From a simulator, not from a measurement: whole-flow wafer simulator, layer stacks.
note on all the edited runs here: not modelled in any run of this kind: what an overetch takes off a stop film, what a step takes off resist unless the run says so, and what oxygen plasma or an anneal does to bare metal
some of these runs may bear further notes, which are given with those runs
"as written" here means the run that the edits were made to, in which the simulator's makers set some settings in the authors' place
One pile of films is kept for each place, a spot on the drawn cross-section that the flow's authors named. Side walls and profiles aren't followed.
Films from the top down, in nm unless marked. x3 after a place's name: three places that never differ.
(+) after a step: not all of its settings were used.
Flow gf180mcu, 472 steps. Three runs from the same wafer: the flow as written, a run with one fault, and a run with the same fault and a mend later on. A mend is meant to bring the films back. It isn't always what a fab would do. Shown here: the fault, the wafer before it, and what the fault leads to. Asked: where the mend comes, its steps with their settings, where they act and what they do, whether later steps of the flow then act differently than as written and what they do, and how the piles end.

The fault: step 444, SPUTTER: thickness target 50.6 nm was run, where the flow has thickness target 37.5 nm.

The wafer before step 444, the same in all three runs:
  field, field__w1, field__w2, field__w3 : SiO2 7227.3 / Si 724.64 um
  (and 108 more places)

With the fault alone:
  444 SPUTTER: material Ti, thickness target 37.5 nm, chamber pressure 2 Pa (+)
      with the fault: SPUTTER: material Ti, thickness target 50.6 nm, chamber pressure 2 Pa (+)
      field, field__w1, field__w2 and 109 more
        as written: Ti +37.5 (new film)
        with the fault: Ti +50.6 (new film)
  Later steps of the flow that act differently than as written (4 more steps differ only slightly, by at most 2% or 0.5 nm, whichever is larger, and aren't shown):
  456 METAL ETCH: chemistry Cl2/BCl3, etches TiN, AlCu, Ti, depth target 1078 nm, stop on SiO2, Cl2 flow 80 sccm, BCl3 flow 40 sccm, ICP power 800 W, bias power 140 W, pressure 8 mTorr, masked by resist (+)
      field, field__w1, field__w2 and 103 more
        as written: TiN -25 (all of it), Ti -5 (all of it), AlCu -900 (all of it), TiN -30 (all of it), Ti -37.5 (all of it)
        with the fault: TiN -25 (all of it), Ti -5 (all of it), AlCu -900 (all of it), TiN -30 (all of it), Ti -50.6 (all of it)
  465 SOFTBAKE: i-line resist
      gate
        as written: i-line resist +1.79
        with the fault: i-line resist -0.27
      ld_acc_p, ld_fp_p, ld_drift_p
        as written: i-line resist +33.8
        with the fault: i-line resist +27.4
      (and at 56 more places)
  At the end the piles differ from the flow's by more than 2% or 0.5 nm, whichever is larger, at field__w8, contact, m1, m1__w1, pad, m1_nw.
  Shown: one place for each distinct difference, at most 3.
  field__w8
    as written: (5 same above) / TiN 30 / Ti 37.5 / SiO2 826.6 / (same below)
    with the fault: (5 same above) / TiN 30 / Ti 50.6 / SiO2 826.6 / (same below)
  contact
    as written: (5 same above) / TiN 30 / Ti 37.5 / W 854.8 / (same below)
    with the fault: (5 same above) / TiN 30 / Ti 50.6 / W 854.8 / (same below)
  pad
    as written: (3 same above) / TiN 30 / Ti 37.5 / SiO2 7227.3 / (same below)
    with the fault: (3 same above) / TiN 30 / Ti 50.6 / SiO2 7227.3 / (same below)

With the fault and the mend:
  The mend comes after step 444.
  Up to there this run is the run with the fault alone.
  444a METAL ETCH: chemistry Cl2/BCl3, etches TiN, AlCu, Ti, depth target 13.1 nm, Cl2 flow 80 sccm, BCl3 flow 40 sccm, ICP power 800 W, bias power 140 W, pressure 8 mTorr (the flow's step 260 once more, with other settings)
      field, field__w1, field__w2 and 109 more
        Ti -13.1
  No later step of the flow acts differently than as written at any place that is followed.
  At the end the piles are the same as the flow's at every place that both follow.
